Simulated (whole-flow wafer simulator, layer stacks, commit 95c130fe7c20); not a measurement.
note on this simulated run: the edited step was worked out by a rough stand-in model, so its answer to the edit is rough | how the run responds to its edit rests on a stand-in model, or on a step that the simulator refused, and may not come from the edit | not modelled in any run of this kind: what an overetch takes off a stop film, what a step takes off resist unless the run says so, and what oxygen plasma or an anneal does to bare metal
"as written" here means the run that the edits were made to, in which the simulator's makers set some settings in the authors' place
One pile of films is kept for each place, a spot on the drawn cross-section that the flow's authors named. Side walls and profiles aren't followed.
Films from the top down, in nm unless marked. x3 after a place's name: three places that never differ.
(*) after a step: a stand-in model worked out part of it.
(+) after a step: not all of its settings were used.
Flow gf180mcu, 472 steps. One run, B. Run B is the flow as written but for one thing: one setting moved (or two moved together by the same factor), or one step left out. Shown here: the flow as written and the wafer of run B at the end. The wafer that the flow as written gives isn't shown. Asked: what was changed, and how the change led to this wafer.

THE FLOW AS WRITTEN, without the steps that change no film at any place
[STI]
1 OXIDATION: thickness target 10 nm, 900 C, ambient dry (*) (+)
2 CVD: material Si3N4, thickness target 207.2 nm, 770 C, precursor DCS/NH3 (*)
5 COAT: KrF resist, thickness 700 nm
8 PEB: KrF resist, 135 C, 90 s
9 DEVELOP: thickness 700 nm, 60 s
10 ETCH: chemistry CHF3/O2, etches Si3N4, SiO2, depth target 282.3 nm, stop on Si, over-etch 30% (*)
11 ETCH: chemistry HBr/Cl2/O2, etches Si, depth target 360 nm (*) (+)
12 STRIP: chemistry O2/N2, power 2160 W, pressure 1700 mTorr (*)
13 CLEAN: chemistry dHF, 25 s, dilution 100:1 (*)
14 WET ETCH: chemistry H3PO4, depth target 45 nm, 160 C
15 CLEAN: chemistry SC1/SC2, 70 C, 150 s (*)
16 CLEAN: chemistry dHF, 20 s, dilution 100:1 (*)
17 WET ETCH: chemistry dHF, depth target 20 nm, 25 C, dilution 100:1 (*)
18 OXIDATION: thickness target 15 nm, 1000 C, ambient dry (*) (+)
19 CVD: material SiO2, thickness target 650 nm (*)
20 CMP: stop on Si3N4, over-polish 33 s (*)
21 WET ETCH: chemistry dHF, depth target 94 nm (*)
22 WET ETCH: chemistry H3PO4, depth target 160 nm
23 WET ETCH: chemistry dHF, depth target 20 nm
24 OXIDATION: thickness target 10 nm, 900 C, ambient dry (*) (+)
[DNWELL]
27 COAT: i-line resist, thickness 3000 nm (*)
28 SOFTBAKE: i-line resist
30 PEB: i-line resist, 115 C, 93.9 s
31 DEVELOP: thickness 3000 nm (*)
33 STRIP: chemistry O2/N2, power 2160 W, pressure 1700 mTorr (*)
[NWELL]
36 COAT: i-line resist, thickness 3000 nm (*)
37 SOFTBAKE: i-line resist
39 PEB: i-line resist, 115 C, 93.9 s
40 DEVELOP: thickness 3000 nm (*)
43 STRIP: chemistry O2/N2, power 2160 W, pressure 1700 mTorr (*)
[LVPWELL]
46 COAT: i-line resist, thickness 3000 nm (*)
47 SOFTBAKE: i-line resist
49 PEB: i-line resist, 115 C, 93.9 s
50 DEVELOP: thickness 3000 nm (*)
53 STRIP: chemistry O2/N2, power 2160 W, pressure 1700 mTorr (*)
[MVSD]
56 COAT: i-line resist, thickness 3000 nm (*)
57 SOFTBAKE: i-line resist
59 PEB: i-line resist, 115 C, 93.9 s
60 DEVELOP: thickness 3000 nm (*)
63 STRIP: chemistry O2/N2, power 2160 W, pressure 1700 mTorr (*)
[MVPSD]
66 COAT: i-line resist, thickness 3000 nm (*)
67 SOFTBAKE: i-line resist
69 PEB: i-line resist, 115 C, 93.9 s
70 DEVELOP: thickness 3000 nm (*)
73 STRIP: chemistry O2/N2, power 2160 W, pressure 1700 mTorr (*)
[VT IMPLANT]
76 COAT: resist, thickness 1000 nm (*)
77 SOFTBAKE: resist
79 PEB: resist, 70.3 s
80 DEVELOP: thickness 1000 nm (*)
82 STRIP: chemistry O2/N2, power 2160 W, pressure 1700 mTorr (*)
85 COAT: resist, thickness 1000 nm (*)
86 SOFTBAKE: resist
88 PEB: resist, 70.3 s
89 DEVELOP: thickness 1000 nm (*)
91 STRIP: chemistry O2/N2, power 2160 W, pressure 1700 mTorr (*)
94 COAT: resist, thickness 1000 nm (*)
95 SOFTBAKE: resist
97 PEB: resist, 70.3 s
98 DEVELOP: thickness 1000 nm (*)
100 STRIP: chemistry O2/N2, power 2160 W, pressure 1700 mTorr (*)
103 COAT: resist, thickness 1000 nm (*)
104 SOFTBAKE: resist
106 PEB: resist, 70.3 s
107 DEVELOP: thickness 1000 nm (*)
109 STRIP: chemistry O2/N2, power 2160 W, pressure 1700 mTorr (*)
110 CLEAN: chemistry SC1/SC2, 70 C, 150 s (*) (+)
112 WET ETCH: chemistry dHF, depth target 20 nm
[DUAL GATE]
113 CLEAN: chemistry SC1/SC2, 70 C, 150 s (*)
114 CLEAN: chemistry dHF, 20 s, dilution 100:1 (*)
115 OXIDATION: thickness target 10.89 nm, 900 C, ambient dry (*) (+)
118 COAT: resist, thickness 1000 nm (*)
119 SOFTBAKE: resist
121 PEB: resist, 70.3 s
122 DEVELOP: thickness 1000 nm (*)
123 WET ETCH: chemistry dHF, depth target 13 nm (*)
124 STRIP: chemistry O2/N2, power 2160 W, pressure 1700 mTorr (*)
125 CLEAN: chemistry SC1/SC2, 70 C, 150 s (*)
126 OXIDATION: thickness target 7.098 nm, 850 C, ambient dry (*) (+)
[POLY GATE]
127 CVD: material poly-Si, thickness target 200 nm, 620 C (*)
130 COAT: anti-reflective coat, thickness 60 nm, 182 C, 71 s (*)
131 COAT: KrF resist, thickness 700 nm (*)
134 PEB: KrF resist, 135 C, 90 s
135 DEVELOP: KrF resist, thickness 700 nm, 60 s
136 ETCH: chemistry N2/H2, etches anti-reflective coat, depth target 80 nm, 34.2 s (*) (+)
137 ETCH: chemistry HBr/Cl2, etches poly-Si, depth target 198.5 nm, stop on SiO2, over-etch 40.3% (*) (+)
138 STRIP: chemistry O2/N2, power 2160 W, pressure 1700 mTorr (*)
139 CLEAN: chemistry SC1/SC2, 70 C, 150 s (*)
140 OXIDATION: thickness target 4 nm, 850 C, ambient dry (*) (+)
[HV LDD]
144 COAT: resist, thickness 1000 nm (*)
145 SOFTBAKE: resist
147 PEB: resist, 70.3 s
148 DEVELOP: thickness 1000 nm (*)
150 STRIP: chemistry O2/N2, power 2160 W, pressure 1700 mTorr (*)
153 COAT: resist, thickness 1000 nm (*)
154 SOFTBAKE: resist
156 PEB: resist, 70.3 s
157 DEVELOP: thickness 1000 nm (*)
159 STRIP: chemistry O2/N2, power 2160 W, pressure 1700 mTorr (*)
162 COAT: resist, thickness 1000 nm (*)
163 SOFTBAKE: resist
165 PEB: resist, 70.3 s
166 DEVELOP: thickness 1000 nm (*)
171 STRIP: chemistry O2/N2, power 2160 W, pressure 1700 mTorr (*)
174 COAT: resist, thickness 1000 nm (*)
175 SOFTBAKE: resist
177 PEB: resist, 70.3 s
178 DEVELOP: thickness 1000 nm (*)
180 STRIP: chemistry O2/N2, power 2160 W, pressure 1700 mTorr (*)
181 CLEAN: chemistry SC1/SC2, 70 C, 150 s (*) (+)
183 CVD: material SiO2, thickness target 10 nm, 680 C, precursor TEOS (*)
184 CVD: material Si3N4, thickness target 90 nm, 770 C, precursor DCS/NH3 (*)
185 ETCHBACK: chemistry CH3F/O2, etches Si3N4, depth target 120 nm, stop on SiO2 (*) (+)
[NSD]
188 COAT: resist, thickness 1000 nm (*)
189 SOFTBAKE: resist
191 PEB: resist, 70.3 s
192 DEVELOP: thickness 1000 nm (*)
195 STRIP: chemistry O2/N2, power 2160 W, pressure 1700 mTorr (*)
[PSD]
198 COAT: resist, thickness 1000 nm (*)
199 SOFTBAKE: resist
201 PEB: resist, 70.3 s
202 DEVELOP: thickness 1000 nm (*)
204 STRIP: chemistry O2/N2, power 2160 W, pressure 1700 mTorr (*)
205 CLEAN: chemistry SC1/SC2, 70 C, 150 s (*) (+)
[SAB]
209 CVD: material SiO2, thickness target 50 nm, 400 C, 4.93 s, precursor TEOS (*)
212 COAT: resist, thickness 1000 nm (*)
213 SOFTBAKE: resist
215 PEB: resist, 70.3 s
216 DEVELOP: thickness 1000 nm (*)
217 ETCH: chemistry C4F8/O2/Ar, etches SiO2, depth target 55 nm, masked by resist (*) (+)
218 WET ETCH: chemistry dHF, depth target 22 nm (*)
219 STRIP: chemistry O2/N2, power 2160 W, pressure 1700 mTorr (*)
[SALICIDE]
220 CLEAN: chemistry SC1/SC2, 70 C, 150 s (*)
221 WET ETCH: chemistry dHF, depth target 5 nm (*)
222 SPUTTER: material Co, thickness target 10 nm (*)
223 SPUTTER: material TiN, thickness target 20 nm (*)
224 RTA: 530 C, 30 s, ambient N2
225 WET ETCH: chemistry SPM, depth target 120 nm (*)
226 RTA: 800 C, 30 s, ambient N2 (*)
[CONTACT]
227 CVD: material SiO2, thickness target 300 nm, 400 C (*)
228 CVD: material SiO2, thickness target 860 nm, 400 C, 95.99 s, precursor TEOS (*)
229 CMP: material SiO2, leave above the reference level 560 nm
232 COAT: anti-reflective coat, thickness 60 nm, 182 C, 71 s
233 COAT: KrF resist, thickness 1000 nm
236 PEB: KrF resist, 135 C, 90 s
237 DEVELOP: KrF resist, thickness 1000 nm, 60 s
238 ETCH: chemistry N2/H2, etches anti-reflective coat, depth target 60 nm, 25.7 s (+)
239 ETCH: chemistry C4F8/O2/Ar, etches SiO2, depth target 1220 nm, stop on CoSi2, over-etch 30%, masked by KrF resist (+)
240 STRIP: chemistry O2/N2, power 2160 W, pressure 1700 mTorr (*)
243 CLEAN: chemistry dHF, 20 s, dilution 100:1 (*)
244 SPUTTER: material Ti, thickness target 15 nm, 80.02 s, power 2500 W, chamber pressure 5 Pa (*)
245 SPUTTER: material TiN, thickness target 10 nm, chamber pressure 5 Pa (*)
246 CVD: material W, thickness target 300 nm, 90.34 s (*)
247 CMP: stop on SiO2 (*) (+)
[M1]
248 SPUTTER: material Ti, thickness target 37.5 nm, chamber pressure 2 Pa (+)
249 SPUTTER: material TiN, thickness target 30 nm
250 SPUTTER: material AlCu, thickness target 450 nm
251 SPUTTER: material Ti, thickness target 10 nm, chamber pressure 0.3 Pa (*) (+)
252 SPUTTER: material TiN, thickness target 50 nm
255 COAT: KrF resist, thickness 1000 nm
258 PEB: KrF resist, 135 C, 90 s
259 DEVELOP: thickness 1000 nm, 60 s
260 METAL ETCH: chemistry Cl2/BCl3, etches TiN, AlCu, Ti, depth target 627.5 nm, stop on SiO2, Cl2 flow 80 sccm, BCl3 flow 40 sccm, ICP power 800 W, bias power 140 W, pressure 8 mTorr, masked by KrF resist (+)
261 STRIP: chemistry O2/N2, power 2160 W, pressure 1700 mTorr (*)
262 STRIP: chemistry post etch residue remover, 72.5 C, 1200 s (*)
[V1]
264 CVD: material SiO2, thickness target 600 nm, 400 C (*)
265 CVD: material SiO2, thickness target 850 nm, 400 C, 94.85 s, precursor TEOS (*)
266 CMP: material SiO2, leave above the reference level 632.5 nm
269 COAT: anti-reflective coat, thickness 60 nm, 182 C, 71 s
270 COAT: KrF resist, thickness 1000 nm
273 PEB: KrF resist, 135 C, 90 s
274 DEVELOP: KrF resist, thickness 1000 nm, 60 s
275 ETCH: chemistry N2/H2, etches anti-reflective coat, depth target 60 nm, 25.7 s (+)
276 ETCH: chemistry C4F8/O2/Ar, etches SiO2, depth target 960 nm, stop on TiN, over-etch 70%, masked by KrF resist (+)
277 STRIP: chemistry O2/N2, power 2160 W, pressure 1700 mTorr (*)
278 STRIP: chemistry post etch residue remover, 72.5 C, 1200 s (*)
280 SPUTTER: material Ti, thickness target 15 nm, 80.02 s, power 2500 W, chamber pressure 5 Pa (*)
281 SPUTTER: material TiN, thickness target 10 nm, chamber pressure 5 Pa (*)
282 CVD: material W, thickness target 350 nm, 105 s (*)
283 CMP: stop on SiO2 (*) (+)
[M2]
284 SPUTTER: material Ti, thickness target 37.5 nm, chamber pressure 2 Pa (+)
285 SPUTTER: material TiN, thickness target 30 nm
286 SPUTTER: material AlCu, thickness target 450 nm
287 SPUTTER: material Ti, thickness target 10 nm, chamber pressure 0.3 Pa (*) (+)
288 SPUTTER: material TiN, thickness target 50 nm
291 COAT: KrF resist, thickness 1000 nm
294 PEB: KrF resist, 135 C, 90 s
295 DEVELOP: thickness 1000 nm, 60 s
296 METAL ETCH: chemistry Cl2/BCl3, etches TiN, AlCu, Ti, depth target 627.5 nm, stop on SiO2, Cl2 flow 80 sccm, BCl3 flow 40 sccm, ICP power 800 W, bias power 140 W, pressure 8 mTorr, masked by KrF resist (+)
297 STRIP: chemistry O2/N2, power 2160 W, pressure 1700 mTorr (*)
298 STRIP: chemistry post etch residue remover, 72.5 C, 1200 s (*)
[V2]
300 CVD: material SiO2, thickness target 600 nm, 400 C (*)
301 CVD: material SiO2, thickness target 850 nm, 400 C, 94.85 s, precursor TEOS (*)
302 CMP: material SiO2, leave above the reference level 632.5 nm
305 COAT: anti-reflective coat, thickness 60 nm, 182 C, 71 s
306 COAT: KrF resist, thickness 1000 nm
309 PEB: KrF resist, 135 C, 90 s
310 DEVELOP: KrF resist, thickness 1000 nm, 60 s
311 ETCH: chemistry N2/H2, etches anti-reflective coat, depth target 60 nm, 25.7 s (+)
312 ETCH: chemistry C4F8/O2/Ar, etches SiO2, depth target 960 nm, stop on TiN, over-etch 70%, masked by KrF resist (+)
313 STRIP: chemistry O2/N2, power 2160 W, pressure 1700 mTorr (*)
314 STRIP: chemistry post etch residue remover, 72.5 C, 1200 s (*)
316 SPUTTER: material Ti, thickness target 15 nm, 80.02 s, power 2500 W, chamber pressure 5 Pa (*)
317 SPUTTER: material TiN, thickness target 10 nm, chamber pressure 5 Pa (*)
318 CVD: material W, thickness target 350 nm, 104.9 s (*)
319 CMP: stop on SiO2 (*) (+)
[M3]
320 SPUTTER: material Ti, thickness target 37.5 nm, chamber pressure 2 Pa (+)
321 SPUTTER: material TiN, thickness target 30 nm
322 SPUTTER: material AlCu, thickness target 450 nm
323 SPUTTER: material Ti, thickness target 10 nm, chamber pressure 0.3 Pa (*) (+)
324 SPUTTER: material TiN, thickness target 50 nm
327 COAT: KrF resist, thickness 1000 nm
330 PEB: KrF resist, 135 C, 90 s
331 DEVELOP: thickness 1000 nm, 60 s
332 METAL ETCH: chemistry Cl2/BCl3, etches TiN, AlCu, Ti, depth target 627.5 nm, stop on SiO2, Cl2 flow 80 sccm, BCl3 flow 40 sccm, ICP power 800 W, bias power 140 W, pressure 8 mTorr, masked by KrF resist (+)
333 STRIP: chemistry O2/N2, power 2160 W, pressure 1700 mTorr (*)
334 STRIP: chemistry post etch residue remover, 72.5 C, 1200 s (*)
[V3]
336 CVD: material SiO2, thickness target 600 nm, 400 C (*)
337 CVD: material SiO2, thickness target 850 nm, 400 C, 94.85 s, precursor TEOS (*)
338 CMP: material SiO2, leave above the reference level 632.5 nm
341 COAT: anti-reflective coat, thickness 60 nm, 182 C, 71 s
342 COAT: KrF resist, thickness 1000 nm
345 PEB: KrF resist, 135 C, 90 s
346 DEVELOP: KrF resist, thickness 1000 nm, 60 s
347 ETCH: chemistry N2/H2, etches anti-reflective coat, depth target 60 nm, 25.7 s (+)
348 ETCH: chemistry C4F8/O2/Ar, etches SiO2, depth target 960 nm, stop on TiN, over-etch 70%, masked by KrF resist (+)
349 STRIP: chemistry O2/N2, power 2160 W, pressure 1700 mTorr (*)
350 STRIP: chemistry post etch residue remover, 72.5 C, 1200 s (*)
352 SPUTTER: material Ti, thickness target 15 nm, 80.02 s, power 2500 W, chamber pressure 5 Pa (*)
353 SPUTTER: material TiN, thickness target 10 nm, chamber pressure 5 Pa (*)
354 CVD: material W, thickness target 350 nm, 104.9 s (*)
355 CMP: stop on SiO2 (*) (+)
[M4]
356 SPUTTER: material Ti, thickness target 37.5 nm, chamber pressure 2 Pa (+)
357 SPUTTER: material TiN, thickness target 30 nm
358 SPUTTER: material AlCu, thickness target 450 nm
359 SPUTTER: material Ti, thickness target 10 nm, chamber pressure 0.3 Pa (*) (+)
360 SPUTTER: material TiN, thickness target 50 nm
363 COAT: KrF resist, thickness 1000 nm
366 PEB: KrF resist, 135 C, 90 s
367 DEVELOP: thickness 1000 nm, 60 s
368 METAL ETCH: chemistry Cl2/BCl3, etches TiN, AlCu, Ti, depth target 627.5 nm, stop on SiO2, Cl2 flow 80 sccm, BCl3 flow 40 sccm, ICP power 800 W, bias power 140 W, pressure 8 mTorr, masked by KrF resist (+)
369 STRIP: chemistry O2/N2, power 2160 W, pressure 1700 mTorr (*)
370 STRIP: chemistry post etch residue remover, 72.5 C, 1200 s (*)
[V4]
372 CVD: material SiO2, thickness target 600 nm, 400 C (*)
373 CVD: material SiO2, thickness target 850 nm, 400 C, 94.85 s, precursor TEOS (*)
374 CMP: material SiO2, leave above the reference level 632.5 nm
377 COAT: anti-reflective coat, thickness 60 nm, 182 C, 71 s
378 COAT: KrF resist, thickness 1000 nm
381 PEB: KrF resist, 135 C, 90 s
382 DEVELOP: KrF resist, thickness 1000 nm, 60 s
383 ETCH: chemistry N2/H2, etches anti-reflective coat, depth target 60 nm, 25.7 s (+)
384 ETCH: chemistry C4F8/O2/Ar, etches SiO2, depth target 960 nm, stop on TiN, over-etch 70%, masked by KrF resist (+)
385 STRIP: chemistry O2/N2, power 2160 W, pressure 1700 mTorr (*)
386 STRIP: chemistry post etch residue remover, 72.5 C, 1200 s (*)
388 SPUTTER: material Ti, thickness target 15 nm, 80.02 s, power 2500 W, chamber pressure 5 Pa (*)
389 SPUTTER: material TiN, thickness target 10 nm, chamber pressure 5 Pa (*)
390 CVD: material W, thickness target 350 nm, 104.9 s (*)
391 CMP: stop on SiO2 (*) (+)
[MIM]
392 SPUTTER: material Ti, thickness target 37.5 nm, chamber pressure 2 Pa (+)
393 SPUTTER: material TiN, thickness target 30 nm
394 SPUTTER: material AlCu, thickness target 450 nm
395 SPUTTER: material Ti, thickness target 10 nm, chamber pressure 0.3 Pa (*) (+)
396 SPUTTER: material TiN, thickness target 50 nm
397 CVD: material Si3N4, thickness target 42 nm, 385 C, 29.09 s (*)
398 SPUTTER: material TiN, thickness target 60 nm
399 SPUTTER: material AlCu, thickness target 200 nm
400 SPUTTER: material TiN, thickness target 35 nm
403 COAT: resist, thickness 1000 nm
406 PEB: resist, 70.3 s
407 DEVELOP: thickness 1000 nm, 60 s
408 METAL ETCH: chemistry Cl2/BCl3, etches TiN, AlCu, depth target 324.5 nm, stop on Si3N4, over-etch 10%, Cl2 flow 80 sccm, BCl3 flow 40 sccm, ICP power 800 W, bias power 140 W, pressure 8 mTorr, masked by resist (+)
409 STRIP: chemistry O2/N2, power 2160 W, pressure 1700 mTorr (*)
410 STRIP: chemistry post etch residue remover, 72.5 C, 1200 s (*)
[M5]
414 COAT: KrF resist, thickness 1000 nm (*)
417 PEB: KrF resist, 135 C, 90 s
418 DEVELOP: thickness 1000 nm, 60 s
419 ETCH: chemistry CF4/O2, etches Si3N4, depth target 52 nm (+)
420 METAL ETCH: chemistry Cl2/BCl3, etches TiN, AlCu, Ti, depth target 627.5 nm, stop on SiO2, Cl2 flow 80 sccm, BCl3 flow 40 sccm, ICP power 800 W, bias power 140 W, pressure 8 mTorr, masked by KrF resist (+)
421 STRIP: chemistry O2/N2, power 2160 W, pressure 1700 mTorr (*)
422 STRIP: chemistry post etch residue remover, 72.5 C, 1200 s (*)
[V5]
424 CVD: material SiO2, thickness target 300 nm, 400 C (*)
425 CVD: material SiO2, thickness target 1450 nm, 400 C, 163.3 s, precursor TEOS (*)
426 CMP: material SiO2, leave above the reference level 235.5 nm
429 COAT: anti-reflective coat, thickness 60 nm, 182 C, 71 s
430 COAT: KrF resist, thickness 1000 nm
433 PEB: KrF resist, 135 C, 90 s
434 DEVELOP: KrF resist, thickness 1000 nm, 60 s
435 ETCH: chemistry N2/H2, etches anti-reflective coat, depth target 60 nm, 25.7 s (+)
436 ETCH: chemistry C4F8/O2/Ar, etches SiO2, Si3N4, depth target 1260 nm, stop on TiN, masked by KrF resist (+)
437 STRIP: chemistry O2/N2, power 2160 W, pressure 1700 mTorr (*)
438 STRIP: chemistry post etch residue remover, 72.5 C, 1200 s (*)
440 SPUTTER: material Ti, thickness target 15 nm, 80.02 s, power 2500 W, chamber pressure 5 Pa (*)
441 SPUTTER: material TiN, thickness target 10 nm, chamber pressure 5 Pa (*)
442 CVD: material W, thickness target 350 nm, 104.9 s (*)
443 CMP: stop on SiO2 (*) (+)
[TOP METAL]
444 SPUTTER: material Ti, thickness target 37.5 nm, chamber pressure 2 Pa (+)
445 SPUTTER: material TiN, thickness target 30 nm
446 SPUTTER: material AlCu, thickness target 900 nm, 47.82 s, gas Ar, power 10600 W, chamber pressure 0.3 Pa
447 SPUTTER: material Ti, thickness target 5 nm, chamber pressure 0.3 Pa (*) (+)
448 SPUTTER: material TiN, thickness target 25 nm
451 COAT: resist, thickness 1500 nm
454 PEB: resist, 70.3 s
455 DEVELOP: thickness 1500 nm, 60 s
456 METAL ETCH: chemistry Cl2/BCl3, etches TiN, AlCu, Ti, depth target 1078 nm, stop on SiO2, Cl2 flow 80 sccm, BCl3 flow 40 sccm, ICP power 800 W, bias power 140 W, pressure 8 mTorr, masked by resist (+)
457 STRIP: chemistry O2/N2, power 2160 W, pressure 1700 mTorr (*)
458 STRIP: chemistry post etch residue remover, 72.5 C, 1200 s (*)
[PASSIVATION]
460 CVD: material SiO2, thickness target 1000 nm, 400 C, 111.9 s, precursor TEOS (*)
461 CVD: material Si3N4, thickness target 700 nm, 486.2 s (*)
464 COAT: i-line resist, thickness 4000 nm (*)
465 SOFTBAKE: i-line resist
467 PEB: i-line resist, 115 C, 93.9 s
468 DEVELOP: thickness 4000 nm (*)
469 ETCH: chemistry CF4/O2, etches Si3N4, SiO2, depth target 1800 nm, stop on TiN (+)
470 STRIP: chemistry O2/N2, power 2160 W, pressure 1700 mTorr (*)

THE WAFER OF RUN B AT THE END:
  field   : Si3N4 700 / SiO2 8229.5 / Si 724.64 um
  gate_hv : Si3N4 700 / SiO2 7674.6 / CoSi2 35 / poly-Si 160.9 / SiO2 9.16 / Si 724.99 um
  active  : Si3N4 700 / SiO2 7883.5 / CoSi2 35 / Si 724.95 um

The cause: step 115, OXIDATION: thickness target 4.899 nm was run, where the flow has thickness target 10.89 nm.

How the change led to this, step by step:
  115 OXIDATION: thickness target 10.89 nm, 900 C, ambient dry (*) (+)
      active, n_well, p_well and 40 more: SiO2 +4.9 (new film), Si -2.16 (as written it would be: SiO2 +10.9 (new film), Si -4.79)
      sti, mim_1p0, pad and 21 more: SiO2 +0.3, Si -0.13 (as written it would be: SiO2 +1.22, Si -0.54)
      (and at 25 more places)
  123 WET ETCH: chemistry dHF, depth target 13 nm (*)
      active, n_well, p_well and 12 more: SiO2 -4.9 (all of it) (as written it would be: SiO2 -10.9 (all of it))
  126 OXIDATION: thickness target 7.098 nm, 850 C, ambient dry (*) (+)
      gate_hv, active_hv, active_nat and 25 more: SiO2 +4.6, Si -2.03 (as written it would be: SiO2 +3.72, Si -1.64)
  130 COAT: anti-reflective coat, thickness 60 nm, 182 C, 71 s (*)
      p_well, spacer, sd_n: anti-reflective coat +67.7 (new film) (as written it would be: anti-reflective coat +70.9 (new film))
      ldn_fp, ldp_fp: anti-reflective coat +47.3 (new film) (as written it would be: anti-reflective coat +48.5 (new film))
      (and at 23 more places)
  136 ETCH: chemistry N2/H2, etches anti-reflective coat, depth target 80 nm, 34.2 s (*) (+)
      p_well, spacer, sd_n: anti-reflective coat -67.7 (all of it), poly-Si -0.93 (as written it would be: anti-reflective coat -70.9 (all of it), poly-Si -0.85)
      ldn_dft, ldp_dft: anti-reflective coat -47.6 (all of it), poly-Si -1.45 (as written it would be: anti-reflective coat -48.7 (all of it), poly-Si -1.42)
      (and at 16 more places)
  138 STRIP: chemistry O2/N2, power 2160 W, pressure 1700 mTorr (*)
      gate: chemical SiO2 +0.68 (new film), KrF resist -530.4 (all of it), anti-reflective coat -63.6 (all of it), poly-Si -0.3 (as written it would be: chemical SiO2 +0.68 (new film), KrF resist -531.7 (all of it), anti-reflective coat -65.5 (all of it), poly-Si -0.3)
      gate_p: chemical SiO2 +0.68 (new film), KrF resist -529.5 (all of it), anti-reflective coat -64.4 (all of it), poly-Si -0.3 (as written it would be: chemical SiO2 +0.68 (new film), KrF resist -530.6 (all of it), anti-reflective coat -65.9 (all of it), poly-Si -0.3)
      (and at 5 more places)
  145 SOFTBAKE: resist
      active_nat: resist +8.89 (as written it would be: resist +4.68)
  154 SOFTBAKE: resist
      active_nat: resist +8.89 (as written it would be: resist +4.68)
  163 SOFTBAKE: resist
      active_nat: resist +8.89 (as written it would be: resist +4.68)
  175 SOFTBAKE: resist
      active_nat: resist +8.89 (as written it would be: resist +4.68)
  189 SOFTBAKE: resist
      active_hv: resist -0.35 (as written it would be: resist +2.68)
  199 SOFTBAKE: resist
      active_hv: resist -0.35 (as written it would be: resist +2.68)
  218 WET ETCH: chemistry dHF, depth target 22 nm (*)
      ldn_tap, ldn_src, ldn_drn, ldp_tap, ldp_src, ldp_drn, ldp_gr: SiO2 -11 (all of it) (as written it would be: SiO2 -16 (all of it))
      ld_drn_n, ld_sd_p: SiO2 -9.84 (all of it) (as written it would be: SiO2 -14.8 (all of it))
      (and at 5 more places)
  223 SPUTTER: material TiN, thickness target 20 nm (*)
      field__w12: TiN +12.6 (new film) (as written it would be: TiN +12 (new film))
  225 WET ETCH: chemistry SPM, depth target 120 nm (*)
      field__w12: TiN -12.6 (all of it), Co -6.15 (all of it) (as written it would be: TiN -12 (all of it), Co -6.15 (all of it))
